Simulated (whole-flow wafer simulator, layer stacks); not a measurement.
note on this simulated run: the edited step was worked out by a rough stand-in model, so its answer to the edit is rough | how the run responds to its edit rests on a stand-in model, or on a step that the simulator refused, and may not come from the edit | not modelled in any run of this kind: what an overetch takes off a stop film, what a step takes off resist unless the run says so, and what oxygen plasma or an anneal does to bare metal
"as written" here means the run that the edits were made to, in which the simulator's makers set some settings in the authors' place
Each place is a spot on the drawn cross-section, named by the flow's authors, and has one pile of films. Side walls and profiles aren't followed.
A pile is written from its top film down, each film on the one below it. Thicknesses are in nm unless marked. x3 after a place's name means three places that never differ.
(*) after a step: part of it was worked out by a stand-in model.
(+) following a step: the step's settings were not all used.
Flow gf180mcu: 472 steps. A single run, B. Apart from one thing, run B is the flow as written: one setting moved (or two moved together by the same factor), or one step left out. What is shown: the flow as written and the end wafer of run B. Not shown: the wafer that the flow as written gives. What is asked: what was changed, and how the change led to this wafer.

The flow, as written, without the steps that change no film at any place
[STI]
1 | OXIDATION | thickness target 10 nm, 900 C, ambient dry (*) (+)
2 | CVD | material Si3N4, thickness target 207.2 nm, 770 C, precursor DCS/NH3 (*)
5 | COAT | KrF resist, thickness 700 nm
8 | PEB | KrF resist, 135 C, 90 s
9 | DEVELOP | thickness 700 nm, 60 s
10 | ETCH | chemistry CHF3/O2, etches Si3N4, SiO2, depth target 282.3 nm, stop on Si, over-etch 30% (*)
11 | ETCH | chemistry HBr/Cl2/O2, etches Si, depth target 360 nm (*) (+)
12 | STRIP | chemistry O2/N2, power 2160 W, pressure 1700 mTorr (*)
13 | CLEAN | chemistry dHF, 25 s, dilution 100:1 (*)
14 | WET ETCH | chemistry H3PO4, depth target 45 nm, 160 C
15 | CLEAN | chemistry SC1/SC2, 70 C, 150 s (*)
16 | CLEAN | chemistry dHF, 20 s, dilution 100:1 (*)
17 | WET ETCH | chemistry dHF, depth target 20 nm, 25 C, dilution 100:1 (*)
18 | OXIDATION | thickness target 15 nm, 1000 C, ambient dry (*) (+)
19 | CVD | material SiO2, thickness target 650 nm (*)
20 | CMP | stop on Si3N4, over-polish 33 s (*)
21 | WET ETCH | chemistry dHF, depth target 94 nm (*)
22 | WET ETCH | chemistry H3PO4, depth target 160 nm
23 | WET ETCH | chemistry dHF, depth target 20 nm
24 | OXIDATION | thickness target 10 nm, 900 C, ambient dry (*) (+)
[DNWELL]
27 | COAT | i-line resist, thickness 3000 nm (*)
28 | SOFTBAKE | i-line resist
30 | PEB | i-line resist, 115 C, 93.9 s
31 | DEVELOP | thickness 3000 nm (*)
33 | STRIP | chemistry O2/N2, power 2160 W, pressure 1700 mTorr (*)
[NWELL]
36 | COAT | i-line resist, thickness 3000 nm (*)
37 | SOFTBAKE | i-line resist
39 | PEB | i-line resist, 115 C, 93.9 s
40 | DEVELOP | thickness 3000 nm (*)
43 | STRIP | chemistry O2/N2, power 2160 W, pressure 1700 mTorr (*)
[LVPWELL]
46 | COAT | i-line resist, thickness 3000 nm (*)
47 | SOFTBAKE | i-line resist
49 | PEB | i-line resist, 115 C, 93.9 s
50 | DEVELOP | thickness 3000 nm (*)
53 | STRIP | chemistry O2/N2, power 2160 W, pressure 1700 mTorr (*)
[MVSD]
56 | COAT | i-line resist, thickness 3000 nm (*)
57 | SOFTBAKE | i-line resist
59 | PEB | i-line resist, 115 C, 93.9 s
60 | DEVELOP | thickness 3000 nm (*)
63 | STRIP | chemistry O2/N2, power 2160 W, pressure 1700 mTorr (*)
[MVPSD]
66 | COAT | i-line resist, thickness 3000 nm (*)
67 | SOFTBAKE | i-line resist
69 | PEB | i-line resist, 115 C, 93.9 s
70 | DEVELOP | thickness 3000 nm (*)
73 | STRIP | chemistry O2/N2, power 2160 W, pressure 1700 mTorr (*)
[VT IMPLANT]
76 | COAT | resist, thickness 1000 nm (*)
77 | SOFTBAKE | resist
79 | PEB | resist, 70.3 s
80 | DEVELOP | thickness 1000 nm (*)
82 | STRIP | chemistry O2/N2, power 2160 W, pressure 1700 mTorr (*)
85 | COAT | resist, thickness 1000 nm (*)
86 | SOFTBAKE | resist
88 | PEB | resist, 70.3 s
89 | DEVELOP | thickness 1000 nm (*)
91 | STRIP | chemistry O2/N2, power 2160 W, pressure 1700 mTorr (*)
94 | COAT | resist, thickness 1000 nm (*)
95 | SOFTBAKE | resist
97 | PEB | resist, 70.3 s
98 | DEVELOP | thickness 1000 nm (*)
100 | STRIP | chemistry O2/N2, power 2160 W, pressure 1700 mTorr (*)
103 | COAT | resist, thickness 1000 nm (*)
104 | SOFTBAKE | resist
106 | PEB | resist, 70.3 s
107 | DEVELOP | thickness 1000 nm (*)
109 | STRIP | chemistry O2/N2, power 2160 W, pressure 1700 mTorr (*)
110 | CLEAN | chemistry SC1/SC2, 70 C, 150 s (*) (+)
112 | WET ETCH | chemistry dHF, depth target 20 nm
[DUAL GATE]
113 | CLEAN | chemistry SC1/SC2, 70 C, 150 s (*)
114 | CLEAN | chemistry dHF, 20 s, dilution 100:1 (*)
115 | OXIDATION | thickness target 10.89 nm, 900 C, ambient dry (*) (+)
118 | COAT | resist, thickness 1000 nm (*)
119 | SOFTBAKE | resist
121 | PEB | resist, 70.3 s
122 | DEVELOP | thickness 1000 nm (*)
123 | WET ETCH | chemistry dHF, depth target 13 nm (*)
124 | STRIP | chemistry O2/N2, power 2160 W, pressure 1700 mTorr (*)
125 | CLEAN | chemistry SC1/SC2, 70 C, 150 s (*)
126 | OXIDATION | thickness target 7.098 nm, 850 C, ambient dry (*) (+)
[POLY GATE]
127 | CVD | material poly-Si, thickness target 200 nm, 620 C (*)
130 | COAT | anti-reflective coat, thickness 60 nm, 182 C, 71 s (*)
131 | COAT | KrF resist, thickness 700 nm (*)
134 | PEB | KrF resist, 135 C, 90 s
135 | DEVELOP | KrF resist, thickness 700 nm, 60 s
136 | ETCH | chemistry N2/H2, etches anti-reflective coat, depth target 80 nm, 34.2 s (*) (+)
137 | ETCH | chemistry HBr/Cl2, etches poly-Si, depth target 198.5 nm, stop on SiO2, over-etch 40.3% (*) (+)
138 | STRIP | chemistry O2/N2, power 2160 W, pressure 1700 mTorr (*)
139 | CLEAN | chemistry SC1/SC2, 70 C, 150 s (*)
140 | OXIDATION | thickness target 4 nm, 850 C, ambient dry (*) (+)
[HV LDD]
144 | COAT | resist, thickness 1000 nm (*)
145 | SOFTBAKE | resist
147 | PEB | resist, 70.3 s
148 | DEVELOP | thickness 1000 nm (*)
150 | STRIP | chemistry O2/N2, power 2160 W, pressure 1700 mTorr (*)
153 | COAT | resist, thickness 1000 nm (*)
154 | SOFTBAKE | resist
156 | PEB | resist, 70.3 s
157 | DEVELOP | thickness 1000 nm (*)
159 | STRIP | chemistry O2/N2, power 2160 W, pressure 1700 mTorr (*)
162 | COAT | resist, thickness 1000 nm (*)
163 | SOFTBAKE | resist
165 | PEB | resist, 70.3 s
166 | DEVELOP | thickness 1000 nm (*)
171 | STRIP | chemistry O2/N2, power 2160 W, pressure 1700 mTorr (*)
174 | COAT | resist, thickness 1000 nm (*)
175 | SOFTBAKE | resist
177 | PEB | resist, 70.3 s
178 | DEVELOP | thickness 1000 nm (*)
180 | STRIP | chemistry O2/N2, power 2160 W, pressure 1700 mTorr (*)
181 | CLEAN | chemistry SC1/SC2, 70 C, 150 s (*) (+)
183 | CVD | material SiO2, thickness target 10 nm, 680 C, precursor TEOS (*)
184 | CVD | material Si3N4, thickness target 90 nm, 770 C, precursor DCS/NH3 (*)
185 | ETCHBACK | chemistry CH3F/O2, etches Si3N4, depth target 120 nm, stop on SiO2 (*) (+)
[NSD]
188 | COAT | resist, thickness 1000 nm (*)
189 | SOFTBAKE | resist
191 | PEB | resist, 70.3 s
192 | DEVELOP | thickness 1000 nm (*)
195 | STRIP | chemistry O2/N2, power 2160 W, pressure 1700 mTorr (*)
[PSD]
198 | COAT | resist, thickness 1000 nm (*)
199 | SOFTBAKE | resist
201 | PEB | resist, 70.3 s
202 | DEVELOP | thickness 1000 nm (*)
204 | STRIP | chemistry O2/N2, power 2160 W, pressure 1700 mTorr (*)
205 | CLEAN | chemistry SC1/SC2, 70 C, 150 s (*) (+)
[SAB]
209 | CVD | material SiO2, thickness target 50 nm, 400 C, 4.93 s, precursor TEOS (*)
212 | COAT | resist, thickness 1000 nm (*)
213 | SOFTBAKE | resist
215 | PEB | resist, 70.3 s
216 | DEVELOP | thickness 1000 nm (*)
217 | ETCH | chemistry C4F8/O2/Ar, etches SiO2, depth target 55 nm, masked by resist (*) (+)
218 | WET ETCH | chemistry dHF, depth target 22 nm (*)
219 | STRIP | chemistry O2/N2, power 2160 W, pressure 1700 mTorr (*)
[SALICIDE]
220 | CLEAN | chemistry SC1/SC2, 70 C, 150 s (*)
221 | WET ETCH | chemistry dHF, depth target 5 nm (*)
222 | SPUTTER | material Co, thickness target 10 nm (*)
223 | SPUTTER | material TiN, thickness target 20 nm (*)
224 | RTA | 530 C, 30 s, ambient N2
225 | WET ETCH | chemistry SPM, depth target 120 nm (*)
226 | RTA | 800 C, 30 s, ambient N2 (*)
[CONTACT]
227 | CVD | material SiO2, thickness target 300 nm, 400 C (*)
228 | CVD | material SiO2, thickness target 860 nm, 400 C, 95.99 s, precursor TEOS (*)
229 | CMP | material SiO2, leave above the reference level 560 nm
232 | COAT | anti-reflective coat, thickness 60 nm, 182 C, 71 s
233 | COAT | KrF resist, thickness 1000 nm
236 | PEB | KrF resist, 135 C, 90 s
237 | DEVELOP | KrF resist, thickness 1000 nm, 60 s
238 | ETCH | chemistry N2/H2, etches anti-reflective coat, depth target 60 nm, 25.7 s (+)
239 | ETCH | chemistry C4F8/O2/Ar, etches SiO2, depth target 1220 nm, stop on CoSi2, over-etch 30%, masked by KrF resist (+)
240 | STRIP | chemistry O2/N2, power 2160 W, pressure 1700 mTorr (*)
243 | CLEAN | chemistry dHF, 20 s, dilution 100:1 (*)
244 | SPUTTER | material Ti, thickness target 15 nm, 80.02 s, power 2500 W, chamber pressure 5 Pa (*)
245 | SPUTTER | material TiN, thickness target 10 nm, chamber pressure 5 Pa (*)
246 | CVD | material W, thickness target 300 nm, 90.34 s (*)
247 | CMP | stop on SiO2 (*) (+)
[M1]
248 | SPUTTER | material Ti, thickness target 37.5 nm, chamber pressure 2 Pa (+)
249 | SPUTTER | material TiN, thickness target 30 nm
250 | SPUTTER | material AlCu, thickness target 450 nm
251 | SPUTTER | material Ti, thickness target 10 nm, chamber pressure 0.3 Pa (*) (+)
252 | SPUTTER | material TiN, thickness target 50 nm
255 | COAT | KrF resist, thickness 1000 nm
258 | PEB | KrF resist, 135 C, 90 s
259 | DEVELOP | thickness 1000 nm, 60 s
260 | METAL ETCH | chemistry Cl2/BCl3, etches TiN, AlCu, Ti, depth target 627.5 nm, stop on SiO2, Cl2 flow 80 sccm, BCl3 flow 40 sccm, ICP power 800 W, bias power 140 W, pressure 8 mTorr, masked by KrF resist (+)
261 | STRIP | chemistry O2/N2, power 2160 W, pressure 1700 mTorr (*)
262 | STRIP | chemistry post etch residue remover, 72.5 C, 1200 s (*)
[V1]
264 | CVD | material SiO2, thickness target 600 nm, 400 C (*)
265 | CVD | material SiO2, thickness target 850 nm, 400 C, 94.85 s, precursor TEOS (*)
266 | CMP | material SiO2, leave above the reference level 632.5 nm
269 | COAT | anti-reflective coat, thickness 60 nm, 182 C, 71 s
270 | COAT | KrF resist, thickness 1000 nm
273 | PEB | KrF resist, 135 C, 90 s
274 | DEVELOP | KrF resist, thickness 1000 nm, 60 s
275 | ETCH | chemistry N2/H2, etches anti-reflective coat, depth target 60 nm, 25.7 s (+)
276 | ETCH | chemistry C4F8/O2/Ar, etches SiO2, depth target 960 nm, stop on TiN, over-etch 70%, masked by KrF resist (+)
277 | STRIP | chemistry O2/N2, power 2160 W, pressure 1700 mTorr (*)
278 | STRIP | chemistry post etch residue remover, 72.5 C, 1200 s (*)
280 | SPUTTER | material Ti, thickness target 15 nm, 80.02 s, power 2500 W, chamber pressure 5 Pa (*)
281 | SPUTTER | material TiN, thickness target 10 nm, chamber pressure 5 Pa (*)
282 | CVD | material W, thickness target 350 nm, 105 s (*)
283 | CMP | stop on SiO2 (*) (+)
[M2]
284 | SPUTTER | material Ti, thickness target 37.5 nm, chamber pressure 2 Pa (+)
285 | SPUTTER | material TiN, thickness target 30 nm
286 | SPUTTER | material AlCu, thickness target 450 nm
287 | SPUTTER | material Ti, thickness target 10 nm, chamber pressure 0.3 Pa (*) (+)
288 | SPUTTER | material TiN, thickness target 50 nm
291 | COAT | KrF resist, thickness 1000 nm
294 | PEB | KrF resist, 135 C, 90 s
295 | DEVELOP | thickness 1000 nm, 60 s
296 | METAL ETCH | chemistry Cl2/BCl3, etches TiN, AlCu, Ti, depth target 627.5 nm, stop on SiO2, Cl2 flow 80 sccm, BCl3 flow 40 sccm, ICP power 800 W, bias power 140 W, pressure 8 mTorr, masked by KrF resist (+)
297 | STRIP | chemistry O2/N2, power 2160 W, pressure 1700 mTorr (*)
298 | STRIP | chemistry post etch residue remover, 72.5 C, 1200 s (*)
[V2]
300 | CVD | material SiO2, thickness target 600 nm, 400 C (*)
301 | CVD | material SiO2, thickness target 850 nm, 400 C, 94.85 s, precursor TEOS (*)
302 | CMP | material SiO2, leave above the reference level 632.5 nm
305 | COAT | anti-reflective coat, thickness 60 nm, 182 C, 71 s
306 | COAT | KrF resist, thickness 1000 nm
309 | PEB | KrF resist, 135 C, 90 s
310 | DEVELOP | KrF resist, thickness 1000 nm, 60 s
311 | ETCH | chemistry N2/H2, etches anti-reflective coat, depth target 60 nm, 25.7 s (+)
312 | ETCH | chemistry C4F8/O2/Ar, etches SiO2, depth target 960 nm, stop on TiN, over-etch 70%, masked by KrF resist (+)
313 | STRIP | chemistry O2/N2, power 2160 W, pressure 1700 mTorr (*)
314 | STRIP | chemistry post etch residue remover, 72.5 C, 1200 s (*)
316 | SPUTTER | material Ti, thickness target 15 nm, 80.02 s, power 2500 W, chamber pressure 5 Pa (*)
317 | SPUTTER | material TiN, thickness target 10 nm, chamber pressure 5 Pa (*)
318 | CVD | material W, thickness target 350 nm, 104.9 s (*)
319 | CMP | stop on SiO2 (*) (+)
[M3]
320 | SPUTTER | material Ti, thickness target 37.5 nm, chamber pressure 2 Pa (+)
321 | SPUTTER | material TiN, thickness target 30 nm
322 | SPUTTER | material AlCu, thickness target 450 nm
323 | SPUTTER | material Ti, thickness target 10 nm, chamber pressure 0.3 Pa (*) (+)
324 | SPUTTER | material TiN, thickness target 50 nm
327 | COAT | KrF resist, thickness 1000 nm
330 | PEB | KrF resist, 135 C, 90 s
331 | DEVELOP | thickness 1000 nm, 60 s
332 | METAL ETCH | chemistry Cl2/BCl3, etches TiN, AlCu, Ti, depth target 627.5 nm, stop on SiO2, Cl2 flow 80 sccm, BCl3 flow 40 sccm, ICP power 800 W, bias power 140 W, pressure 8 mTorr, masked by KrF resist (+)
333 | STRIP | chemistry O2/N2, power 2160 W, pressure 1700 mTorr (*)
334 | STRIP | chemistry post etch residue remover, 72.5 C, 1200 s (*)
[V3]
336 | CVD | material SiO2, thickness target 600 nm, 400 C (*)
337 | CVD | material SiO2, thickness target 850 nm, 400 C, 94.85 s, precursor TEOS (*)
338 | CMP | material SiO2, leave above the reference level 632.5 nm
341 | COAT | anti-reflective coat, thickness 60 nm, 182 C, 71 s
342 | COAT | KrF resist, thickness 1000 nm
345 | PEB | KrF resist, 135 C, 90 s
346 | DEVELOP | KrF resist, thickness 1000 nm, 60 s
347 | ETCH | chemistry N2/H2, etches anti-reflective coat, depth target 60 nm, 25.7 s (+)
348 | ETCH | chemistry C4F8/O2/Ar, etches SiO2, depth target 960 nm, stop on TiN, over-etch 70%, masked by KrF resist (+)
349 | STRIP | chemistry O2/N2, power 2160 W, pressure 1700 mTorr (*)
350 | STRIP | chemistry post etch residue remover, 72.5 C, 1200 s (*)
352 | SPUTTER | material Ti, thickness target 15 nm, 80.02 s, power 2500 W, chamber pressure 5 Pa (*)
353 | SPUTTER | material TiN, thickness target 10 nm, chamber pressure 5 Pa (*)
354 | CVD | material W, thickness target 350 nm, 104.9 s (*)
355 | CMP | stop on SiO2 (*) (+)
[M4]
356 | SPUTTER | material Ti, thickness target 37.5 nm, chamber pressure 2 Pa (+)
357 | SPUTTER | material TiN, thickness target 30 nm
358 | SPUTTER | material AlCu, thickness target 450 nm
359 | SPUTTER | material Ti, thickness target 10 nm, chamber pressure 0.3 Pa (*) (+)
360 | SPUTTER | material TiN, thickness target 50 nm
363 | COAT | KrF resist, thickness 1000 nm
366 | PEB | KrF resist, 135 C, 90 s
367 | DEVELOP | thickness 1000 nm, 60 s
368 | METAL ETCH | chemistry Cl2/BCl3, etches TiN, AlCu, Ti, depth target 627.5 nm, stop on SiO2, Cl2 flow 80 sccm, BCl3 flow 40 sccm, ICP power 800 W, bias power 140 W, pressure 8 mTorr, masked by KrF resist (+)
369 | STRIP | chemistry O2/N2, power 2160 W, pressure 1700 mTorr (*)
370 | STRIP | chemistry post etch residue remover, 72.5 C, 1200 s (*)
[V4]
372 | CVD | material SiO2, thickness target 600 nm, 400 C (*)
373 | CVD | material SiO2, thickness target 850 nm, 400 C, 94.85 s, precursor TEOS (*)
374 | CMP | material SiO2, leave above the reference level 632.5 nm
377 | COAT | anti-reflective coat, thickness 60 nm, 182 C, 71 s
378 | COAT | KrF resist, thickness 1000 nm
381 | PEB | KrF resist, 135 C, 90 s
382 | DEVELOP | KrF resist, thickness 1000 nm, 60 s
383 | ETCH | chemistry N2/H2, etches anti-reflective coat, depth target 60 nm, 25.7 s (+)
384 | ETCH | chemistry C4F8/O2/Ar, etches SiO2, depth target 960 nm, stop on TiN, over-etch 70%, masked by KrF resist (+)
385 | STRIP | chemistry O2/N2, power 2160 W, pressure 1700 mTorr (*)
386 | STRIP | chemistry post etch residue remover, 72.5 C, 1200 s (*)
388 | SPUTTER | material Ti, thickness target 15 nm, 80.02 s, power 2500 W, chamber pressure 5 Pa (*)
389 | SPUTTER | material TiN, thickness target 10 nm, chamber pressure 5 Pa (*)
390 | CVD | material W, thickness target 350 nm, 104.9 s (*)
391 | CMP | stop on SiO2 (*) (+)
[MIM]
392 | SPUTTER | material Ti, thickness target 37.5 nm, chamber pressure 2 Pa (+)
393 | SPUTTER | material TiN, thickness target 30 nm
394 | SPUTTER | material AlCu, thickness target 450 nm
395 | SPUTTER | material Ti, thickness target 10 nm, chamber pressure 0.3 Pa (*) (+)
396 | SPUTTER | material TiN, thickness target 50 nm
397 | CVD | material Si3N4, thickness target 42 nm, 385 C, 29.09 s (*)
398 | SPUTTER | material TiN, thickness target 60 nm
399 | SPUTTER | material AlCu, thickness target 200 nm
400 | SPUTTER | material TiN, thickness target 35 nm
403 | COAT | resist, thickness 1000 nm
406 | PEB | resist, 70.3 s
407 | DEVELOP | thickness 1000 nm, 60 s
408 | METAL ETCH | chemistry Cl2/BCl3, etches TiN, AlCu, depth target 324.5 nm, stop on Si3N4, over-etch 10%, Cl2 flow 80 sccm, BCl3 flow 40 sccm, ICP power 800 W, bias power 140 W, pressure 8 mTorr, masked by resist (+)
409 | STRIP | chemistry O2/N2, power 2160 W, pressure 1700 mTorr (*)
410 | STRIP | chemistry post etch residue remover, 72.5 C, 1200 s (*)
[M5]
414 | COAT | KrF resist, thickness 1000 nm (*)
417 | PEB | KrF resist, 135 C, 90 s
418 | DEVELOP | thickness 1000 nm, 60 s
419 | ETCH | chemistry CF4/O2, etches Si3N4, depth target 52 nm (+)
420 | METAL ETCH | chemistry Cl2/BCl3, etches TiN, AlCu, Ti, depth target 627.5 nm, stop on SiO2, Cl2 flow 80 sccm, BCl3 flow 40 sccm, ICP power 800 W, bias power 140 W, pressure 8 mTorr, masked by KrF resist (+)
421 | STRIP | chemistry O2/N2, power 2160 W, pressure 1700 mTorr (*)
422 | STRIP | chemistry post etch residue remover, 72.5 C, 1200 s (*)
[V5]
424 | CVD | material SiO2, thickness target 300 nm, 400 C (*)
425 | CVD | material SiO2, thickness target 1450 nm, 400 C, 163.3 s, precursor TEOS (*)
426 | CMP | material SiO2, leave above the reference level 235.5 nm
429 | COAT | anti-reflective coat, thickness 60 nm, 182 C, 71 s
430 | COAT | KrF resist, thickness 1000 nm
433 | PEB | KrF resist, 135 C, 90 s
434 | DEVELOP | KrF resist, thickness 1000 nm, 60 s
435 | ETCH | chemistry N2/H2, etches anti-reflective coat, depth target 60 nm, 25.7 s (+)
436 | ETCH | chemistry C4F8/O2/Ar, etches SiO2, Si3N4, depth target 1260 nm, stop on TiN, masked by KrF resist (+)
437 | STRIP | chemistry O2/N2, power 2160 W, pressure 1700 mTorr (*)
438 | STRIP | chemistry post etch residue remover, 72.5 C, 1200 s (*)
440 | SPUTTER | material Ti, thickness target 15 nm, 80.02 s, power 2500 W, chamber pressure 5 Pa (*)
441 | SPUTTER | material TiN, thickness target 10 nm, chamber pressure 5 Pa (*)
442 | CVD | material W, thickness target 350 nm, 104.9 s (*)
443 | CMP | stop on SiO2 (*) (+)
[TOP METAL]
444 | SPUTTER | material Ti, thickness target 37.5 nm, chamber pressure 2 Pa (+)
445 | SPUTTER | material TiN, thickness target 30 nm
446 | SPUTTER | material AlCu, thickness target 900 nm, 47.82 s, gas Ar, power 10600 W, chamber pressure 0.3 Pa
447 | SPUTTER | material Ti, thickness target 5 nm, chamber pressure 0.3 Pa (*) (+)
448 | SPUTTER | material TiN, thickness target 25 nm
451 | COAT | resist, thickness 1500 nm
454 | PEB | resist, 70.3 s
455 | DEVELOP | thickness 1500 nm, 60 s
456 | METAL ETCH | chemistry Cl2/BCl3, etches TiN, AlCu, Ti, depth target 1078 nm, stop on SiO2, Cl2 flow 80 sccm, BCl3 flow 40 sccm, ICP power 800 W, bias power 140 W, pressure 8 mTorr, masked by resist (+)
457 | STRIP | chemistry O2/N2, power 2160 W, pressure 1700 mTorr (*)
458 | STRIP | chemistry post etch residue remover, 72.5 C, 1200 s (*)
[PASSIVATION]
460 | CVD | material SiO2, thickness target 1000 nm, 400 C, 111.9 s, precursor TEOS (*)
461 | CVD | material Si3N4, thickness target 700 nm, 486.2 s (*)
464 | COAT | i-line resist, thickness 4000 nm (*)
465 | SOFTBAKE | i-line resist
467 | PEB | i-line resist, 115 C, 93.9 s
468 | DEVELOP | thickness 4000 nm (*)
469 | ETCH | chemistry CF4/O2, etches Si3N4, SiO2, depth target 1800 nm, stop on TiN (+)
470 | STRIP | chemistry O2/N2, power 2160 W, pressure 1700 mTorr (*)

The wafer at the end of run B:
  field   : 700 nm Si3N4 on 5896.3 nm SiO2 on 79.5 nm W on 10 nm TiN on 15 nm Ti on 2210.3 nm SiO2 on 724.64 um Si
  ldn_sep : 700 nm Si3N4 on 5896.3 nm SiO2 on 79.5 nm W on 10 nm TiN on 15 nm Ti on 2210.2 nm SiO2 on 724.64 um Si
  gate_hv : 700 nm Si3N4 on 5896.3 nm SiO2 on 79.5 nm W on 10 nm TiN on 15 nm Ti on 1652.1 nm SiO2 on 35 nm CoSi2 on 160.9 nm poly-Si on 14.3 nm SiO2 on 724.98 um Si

The reason: step 265, CVD: thickness target 404 nm was run, while the flow as written has thickness target 850 nm; step 265, CVD: 45.05 s was run, where the flow has 94.85 s.

How this came from the change, step by step:
  265 | CVD | material SiO2, thickness target 850 nm, 400 C, 94.85 s, precursor TEOS (*)
      field, field__w1, field__w2 and 108 more: +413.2 SiO2 (it would be, as written: +850 SiO2)
  266 | CMP | material SiO2, leave above the reference level 632.5 nm
      field, field__w1, field__w2 and 99 more: nothing (it would be, as written: -300 SiO2)
      field__w8, contact, m1 and 6 more: -440.3 SiO2 (it would be, as written: -877.1 SiO2)
  269 | COAT | anti-reflective coat, thickness 60 nm, 182 C, 71 s
      gate, gate_nat: +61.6 anti-reflective coat (new film) (it would be, as written: +60 anti-reflective coat (new film))
      field: +115 anti-reflective coat (new film) (it would be, as written: +60 anti-reflective coat (new film))
      (also at 19 further places)
  270 | COAT | KrF resist, thickness 1000 nm
      field: +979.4 KrF resist (new film) (it would be, as written: +1000 KrF resist (new film))
      field__w1: +976.3 KrF resist (new film) (it would be, as written: +1000 KrF resist (new film))
      (also at 9 further places)
  273 | PEB | KrF resist, 135 C, 90 s
      m1__w1, nw_sep_fld: -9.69 KrF resist (it would be, as written: -10.5 KrF resist)
      contact: -9.44 KrF resist (it would be, as written: -10.5 KrF resist)
      (also at 2 further places)
  274 | DEVELOP | KrF resist, thickness 1000 nm, 60 s
      contact: -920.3 KrF resist (all of it) (it would be, as written: -989.5 KrF resist (all of it))
  275 | ETCH | chemistry N2/H2, etches anti-reflective coat, depth target 60 nm, 25.7 s (+)
      contact: -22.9 anti-reflective coat (all of it), -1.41 SiO2 (it would be, as written: -60 anti-reflective coat (all of it), -0.46 SiO2)
  277 | STRIP | chemistry O2/N2, power 2160 W, pressure 1700 mTorr (*)
      field: -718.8 KrF resist (all of it), -115 anti-reflective coat (all of it) (it would be, as written: -739.2 KrF resist (all of it), -60 anti-reflective coat (all of it))
      field__w1: -715.7 KrF resist (all of it), -87.1 anti-reflective coat (all of it) (it would be, as written: -739.2 KrF resist (all of it), -60 anti-reflective coat (all of it))
      (also at 19 further places)
  280 | SPUTTER | material Ti, thickness target 15 nm, 80.02 s, power 2500 W, chamber pressure 5 Pa (*)
      contact: +10.5 Ti (new film) (it would be, as written: +9.65 Ti (new film))
  281 | SPUTTER | material TiN, thickness target 10 nm, chamber pressure 5 Pa (*)
      contact: +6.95 TiN (new film) (it would be, as written: +6.4 TiN (new film))
  282 | CVD | material W, thickness target 350 nm, 105 s (*)
      contact: +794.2 W (new film) (it would be, as written: +932.3 W (new film))
  283 | CMP | stop on SiO2 (*) (+)
      field, field__w1, field__w2 and 99 more: -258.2 W (it would be, as written: -350 W (all of it), -10 TiN (all of it), -15 Ti (all of it), -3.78 SiO2)
      field__w8, m1, m1__w1, polyc_n, polyc_n_rim, polyc_p, polyc_p_rim, m1_nw: -350 W (all of it), -10 TiN (all of it), -15 Ti (all of it), -20 SiO2 (it would be, as written: -350 W (all of it), -10 TiN (all of it), -15 Ti (all of it), -3.78 SiO2)
      (also at 1 further place)
  296 | METAL ETCH | chemistry Cl2/BCl3, etches TiN, AlCu, Ti, depth target 627.5 nm, stop on SiO2, Cl2 flow 80 sccm, BCl3 flow 40 sccm, ICP power 800 W, bias power 140 W, pressure 8 mTorr, masked by KrF resist (+)
      field, field__w1, field__w2 and 99 more: -50 TiN (all of it), -10 Ti (all of it), -450 AlCu (all of it), -30 TiN (all of it), -37.5 Ti (all of it), -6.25 W (it would be, as written: -50 TiN (all of it), -10 Ti (all of it), -450 AlCu (all of it), -30 TiN (all of it), -37.5 Ti (all of it))
  298 | STRIP | chemistry post etch residue remover, 72.5 C, 1200 s (*)
      field, field__w1, field__w2 and 99 more: -6.01 W (it would be, as written: nothing)
  300 | CVD | material SiO2, thickness target 600 nm, 400 C (*)
      field, field__w1, field__w2 and 99 more: +600 SiO2 (new film) (it would be, as written: +600 SiO2)
  302 | CMP | material SiO2, leave above the reference level 632.5 nm
      field, field__w1, field__w2 and 99 more: -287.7 SiO2 (it would be, as written: -300 SiO2)
Taking metal films that touch as one body, field has 1 body; the flow as written gives 0 bodies.
Taking metal films that touch as one body, ldn_sep has 1 body; the flow as written gives 0 bodies.
Taking metal films that touch as one body, gate_hv has 2 bodies (between them, from the top down: SiO2 1652.1); the flow as written gives 1 body.
